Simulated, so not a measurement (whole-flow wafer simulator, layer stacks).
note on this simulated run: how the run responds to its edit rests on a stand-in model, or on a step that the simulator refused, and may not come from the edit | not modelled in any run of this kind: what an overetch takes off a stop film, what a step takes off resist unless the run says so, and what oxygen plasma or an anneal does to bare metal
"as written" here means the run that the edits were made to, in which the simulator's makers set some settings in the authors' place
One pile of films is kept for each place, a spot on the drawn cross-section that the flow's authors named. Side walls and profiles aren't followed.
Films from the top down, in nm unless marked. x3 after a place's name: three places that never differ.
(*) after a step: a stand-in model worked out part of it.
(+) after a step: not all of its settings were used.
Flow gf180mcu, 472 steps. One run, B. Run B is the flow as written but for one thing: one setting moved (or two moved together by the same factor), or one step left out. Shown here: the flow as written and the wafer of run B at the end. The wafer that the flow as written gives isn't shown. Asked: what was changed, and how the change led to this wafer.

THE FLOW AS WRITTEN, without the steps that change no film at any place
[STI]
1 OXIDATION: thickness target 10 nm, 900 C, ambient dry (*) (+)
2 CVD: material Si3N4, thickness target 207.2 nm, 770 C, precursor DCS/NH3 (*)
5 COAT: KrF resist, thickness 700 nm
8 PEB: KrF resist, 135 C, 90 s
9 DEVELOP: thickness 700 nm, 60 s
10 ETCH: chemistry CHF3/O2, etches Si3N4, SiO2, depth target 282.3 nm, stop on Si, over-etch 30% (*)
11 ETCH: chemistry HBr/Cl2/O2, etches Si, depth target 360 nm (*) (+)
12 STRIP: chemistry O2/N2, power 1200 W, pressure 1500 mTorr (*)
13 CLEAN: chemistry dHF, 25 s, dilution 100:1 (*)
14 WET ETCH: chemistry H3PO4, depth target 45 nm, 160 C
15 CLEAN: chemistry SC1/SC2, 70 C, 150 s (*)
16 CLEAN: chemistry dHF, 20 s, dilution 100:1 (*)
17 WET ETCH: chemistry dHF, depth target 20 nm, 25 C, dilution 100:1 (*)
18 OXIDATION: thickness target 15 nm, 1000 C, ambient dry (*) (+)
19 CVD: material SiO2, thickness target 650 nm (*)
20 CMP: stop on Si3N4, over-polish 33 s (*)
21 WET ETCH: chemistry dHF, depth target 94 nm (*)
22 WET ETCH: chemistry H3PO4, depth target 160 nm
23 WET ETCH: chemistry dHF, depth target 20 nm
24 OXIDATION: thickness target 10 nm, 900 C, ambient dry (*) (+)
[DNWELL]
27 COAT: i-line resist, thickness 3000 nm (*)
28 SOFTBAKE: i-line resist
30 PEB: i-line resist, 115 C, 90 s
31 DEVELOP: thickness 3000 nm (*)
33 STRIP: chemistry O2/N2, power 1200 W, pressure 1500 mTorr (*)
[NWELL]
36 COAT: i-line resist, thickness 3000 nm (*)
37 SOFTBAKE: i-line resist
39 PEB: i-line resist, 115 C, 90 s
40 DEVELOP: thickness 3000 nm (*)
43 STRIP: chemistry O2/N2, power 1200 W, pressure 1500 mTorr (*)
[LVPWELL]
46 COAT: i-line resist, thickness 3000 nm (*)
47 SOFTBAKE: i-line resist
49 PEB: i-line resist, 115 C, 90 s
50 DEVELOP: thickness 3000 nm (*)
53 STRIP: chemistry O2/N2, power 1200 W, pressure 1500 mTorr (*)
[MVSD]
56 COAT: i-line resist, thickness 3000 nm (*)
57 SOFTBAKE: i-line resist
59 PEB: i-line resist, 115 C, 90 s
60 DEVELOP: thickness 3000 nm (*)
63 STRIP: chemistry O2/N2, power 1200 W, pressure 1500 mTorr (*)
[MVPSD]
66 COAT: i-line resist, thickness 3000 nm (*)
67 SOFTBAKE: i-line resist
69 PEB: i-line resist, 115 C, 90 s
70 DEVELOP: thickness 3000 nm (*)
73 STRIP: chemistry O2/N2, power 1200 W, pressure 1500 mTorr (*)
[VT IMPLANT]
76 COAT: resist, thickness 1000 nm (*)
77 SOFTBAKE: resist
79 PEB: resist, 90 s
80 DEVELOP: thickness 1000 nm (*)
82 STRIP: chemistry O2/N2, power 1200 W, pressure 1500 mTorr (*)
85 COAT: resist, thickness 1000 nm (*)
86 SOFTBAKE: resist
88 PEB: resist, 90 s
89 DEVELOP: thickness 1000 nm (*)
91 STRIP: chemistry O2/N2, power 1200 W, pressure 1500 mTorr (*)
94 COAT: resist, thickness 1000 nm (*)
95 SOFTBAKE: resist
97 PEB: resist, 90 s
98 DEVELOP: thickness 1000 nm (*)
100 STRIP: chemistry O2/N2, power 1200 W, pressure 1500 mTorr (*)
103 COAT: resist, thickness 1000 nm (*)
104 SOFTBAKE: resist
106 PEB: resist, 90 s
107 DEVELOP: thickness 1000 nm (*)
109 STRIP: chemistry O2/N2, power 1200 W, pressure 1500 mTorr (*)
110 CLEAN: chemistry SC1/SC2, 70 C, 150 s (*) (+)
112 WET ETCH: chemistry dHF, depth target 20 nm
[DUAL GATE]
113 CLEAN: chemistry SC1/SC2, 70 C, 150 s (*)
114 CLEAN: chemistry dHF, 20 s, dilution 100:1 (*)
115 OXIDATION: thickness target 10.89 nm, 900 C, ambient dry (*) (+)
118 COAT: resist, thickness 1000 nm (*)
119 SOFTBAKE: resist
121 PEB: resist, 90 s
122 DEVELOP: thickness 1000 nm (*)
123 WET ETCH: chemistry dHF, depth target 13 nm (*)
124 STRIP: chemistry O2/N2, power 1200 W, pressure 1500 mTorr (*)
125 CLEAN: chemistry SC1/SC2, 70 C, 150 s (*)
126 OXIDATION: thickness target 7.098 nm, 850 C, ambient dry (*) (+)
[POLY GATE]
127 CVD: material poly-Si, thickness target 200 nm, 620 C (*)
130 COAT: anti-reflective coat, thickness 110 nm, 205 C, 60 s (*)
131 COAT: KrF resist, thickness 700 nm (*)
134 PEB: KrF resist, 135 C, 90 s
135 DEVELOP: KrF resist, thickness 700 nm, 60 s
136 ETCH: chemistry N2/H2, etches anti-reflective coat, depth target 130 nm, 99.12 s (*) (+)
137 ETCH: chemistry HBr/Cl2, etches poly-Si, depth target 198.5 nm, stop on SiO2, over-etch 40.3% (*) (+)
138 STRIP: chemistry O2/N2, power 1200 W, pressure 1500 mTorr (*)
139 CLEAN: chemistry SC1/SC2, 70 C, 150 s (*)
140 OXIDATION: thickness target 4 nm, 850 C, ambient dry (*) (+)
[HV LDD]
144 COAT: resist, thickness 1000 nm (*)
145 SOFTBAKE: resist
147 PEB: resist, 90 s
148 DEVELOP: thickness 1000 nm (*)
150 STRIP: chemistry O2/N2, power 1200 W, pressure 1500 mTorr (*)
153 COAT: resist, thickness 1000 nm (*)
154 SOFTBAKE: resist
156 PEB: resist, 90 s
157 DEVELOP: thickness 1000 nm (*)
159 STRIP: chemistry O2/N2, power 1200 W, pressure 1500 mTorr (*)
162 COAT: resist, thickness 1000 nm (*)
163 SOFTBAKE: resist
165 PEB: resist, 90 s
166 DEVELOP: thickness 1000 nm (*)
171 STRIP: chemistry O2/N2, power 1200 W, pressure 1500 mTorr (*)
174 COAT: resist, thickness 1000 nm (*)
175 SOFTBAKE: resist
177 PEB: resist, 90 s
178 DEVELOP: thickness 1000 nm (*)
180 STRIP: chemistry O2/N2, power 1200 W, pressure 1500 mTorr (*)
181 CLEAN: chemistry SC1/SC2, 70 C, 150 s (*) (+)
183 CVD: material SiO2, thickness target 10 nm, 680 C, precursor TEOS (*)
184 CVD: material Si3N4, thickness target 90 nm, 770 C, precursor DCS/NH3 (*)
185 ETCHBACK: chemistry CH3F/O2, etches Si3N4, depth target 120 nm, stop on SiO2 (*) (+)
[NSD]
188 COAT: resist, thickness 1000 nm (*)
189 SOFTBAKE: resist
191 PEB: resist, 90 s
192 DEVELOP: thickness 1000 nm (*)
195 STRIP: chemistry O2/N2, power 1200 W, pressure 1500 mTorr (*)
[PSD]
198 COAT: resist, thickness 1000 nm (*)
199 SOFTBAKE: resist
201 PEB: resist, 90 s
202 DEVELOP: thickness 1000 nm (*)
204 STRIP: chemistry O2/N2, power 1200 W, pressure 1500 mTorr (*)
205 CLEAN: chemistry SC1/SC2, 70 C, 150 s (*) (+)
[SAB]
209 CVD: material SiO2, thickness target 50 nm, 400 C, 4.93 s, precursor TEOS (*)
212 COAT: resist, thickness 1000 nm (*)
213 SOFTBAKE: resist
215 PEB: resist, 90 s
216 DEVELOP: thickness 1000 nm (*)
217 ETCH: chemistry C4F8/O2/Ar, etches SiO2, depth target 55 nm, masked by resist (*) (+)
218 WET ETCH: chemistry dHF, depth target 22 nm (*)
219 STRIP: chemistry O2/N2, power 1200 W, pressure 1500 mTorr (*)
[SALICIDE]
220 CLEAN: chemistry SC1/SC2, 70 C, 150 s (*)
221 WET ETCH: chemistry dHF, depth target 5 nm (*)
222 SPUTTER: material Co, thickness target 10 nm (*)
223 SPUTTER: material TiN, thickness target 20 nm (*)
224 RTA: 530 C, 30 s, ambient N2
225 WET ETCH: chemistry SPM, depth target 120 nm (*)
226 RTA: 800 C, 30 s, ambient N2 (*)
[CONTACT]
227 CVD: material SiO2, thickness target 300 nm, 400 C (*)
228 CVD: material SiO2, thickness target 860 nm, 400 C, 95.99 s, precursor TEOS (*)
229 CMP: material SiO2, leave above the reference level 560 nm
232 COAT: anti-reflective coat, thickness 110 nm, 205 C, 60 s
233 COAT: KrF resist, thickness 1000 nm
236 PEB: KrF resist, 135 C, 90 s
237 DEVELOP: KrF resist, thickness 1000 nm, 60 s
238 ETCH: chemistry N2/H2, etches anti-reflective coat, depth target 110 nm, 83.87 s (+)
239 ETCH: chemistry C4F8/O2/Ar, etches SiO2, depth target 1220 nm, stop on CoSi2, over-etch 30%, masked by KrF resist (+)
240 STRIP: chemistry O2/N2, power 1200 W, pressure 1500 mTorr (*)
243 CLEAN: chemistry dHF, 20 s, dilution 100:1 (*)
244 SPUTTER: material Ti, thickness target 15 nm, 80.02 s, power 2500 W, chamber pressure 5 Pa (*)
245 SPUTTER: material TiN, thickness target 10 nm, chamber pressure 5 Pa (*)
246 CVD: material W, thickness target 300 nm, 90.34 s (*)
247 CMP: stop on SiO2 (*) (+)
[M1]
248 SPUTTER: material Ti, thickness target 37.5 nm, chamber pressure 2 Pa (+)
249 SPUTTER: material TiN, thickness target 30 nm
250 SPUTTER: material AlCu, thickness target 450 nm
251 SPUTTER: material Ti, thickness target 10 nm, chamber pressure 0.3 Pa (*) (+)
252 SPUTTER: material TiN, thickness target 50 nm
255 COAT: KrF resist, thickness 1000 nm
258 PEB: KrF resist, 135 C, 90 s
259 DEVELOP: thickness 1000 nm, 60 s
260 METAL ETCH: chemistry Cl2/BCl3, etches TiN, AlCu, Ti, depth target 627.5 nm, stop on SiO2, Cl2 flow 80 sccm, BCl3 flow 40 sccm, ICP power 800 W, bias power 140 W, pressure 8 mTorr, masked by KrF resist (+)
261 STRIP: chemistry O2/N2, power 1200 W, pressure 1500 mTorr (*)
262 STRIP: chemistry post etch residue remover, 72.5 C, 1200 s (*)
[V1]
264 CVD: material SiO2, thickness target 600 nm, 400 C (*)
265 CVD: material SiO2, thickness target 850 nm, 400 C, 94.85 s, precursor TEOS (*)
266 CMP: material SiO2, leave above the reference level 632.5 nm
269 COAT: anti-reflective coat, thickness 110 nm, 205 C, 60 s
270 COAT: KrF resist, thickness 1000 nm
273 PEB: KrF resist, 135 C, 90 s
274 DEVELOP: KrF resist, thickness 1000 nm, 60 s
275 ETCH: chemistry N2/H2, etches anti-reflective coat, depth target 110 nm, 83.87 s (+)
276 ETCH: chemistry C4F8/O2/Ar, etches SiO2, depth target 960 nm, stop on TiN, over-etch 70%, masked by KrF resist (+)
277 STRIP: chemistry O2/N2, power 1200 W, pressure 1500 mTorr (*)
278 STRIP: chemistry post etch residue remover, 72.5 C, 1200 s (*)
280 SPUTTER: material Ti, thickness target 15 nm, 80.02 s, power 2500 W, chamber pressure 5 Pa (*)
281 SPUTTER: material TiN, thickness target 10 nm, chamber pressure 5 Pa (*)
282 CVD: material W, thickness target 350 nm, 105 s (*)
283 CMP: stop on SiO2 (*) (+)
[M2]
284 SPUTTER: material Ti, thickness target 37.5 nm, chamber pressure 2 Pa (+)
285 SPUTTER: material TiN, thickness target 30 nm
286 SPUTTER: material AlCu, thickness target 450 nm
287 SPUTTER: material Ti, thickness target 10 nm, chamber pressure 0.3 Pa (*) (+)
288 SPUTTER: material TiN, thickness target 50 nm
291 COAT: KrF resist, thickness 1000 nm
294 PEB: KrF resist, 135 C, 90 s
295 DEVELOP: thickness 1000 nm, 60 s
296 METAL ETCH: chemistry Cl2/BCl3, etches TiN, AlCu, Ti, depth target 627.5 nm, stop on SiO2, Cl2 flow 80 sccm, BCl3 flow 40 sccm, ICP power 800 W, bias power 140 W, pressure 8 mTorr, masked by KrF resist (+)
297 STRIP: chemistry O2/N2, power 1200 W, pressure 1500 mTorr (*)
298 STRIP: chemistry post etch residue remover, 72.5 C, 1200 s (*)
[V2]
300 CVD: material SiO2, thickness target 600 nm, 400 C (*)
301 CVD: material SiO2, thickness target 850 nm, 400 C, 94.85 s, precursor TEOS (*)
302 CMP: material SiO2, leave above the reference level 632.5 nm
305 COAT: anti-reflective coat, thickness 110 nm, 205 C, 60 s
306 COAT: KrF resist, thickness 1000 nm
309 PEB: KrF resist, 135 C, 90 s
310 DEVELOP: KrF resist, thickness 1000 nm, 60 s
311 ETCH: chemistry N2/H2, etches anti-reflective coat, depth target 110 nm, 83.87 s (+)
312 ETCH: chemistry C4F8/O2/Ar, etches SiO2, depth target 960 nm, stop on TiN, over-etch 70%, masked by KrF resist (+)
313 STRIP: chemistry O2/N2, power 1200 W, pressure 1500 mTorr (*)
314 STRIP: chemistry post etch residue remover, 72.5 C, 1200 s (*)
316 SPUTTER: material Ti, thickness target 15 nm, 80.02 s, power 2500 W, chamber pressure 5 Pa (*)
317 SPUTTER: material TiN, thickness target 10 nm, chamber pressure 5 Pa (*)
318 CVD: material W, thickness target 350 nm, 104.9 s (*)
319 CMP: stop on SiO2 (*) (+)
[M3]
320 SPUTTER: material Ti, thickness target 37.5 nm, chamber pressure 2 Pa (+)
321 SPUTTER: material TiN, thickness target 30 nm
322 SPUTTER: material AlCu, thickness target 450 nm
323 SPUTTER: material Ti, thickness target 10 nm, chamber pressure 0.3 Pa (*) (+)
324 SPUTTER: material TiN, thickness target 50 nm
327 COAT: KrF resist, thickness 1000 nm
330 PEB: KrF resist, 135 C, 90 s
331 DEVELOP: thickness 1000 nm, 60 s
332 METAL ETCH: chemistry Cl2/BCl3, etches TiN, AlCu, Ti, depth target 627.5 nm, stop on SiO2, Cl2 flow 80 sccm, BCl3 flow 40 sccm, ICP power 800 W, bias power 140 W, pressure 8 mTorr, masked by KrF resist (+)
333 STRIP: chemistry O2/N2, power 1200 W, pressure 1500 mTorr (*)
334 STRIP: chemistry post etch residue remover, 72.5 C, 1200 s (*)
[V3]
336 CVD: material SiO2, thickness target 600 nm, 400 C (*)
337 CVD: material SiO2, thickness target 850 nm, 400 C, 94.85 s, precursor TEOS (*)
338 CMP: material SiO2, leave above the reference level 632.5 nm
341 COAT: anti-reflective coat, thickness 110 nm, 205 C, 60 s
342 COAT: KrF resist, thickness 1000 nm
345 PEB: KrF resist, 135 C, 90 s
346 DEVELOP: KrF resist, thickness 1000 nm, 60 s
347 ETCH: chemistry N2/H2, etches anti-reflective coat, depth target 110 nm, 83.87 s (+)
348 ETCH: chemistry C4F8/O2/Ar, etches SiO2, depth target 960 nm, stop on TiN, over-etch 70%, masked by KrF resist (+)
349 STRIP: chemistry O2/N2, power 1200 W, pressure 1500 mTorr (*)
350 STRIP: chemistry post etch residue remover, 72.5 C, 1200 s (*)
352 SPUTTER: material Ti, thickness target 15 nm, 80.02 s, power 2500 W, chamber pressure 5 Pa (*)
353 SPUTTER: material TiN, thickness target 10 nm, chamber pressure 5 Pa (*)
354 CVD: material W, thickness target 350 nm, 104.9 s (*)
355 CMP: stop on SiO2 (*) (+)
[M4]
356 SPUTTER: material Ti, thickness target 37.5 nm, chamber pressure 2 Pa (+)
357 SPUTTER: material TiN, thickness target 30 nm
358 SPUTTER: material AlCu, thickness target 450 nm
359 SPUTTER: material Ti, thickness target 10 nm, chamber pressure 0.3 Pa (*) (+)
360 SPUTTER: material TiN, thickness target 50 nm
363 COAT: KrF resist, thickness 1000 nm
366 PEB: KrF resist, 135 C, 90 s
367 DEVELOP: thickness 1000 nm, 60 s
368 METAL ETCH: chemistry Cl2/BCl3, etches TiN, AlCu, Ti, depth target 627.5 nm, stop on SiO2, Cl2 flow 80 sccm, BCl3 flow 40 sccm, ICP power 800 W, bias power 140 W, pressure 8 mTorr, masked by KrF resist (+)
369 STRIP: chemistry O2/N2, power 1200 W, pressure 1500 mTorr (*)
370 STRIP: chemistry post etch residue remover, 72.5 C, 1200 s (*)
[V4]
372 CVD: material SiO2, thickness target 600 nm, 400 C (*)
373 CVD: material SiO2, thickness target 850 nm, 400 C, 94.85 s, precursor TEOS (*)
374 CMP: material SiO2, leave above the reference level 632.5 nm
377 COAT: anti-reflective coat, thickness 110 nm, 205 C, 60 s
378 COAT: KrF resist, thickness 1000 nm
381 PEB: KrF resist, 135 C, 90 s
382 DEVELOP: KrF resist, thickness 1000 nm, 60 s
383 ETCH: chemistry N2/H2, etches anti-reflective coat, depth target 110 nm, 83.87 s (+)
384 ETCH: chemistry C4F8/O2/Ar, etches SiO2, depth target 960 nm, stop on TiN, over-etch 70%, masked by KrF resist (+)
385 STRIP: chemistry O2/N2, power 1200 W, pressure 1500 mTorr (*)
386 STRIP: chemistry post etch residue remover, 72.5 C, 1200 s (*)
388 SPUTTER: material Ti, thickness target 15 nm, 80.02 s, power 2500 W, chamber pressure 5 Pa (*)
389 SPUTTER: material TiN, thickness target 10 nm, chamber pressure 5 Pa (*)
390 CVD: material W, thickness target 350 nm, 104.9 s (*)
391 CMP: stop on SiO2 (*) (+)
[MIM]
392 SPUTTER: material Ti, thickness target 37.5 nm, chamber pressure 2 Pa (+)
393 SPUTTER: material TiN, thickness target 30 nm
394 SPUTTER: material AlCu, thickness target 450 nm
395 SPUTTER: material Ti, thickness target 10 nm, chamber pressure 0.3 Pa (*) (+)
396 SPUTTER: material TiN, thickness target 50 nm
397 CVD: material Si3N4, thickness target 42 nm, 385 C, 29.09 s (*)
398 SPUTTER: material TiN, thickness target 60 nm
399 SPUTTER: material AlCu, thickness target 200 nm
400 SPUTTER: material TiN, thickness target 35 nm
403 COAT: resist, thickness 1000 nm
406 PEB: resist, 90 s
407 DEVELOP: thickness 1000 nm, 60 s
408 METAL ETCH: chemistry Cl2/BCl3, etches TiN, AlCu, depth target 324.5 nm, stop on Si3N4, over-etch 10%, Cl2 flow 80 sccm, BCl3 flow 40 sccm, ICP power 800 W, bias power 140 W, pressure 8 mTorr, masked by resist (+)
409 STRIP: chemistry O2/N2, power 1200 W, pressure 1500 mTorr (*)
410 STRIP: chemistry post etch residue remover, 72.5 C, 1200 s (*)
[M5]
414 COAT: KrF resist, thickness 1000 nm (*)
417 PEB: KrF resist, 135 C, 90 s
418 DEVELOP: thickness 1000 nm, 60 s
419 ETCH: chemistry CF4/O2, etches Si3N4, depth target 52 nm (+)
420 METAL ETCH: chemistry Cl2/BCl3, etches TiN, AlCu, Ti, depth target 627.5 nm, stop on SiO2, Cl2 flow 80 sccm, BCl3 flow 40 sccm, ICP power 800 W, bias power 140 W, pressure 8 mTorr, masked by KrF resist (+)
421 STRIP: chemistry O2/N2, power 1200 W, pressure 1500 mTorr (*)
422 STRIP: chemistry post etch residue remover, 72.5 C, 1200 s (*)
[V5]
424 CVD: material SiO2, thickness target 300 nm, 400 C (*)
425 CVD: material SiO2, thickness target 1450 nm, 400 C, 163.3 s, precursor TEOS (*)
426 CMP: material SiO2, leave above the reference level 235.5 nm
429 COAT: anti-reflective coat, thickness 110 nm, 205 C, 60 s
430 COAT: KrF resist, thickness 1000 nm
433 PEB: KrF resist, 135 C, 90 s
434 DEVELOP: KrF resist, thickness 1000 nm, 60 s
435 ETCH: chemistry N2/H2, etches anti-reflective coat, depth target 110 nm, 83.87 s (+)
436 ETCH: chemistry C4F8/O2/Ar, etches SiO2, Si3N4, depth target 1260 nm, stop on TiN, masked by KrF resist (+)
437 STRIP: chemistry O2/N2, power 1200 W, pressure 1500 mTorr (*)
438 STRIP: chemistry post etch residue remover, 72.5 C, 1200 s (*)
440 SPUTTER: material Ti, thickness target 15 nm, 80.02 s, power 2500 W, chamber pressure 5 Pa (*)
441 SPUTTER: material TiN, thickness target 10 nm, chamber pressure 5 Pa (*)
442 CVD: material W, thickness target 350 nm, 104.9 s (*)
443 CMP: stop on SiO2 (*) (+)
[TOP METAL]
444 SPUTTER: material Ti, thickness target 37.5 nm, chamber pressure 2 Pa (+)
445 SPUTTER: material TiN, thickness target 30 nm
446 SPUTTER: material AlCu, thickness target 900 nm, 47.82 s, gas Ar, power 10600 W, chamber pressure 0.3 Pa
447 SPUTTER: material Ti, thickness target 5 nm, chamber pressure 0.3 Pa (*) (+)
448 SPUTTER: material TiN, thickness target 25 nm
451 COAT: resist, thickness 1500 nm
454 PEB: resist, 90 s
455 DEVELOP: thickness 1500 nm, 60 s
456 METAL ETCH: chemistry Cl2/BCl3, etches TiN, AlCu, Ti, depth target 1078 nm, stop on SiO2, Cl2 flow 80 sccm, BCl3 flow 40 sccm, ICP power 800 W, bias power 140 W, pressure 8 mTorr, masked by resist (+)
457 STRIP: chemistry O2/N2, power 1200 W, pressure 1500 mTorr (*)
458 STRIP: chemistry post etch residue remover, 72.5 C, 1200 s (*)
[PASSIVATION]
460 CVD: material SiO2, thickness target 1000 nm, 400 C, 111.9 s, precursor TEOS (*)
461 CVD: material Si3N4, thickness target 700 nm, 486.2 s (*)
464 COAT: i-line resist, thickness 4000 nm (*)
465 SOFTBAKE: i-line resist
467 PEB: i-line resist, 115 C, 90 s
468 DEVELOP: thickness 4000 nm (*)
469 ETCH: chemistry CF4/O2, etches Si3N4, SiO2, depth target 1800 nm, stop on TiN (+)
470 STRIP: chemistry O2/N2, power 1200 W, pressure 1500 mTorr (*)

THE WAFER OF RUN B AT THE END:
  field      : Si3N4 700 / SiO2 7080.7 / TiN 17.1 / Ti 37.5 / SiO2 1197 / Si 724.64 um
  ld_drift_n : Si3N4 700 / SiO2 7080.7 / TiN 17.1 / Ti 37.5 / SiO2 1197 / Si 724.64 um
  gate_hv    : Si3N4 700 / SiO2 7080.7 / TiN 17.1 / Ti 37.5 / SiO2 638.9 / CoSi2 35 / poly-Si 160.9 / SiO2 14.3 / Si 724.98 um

The cause: step 250, SPUTTER: thickness target 555 nm was run, where the flow has thickness target 450 nm.

How the change led to this, step by step:
  250 SPUTTER: material AlCu, thickness target 450 nm
      field, field__w1, field__w2 and 108 more: AlCu +555 (new film) (as written it would be: AlCu +450 (new film))
  260 METAL ETCH: chemistry Cl2/BCl3, etches TiN, AlCu, Ti, depth target 627.5 nm, stop on SiO2, Cl2 flow 80 sccm, BCl3 flow 40 sccm, ICP power 800 W, bias power 140 W, pressure 8 mTorr, masked by KrF resist (+)
      field, field__w1, field__w2 and 99 more: TiN -50 (all of it), Ti -10 (all of it), AlCu -555 (all of it), TiN -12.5 (as written it would be: TiN -50 (all of it), Ti -10 (all of it), AlCu -450 (all of it), TiN -30 (all of it), Ti -37.5 (all of it))
  264 CVD: material SiO2, thickness target 600 nm, 400 C (*)
      field, field__w1, field__w2 and 99 more: SiO2 +600 (new film) (as written it would be: SiO2 +600)
  266 CMP: material SiO2, leave above the reference level 632.5 nm
      field, field__w1, field__w2 and 99 more: SiO2 -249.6 (as written it would be: SiO2 -300)
Counting metal films that touch as one body, field has 1 body; the flow as written gives 0 bodies.
Counting metal films that touch as one body, ld_drift_n has 1 body; the flow as written gives 0 bodies.
Counting metal films that touch as one body, gate_hv has 2 bodies (between them, from the top down: SiO2 638.9); the flow as written gives 1 body.
